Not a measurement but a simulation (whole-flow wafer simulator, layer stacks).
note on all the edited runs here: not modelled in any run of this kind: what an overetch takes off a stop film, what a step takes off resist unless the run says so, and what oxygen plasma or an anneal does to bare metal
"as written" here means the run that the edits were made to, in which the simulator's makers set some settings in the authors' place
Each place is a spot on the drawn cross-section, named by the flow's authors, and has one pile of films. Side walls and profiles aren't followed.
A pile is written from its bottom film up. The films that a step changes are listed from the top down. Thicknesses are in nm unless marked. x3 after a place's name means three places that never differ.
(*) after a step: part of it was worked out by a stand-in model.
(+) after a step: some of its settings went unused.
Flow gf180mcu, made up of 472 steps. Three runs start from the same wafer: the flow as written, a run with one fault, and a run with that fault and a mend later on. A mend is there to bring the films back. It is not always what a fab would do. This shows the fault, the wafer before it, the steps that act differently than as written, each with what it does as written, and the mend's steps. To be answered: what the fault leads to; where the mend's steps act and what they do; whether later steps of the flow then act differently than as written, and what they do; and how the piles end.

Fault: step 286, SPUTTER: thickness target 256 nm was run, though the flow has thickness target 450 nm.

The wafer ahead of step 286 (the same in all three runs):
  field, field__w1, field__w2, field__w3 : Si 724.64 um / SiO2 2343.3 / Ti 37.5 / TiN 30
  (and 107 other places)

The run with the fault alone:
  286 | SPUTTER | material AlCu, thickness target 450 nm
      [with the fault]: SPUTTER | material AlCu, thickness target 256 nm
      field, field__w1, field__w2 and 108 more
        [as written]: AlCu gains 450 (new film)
        [with the fault]: AlCu gains 256 (new film)
  Steps further on in the flow that do not act as written:
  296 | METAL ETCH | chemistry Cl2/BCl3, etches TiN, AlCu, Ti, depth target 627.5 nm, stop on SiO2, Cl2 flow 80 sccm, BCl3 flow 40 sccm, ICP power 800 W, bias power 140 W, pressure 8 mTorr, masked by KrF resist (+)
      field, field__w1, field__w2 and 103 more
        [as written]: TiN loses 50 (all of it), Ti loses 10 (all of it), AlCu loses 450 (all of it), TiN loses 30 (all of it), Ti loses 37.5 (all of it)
        [with the fault]: TiN loses 50 (all of it), Ti loses 10 (all of it), AlCu loses 256 (all of it), TiN loses 30 (all of it), Ti loses 37.5 (all of it)
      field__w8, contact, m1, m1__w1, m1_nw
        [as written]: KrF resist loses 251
        [with the fault]: KrF resist loses 230.1
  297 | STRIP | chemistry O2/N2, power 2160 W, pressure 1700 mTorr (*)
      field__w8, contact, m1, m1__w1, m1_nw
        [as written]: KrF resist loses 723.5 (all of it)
        [with the fault]: KrF resist loses 744.4 (all of it)
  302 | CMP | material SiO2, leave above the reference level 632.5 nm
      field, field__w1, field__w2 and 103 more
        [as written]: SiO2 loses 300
        [with the fault]: SiO2 loses 494
  By the end, the piles at field, field__w1, field__w2 and 109 more depart from the flow's by more than 2% or 0.5 nm, whichever is larger.
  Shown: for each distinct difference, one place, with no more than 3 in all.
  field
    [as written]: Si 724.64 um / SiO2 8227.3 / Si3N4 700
    [with the fault]: Si 724.64 um / SiO2 8033.3 / Si3N4 700
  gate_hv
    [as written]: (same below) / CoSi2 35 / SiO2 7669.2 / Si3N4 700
    [with the fault]: (same below) / CoSi2 35 / SiO2 7475.2 / Si3N4 700
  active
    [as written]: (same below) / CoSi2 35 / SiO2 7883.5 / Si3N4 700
    [with the fault]: (same below) / CoSi2 35 / SiO2 7689.5 / Si3N4 700

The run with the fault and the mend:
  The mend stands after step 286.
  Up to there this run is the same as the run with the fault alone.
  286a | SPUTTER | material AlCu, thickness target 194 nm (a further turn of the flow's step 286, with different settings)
      field, field__w1, field__w2 and 108 more
        AlCu gains 194
  Every later step of the flow that is run acts as written at every place that is followed.
  By the end, the piles equal the flow's at every place that both follow.
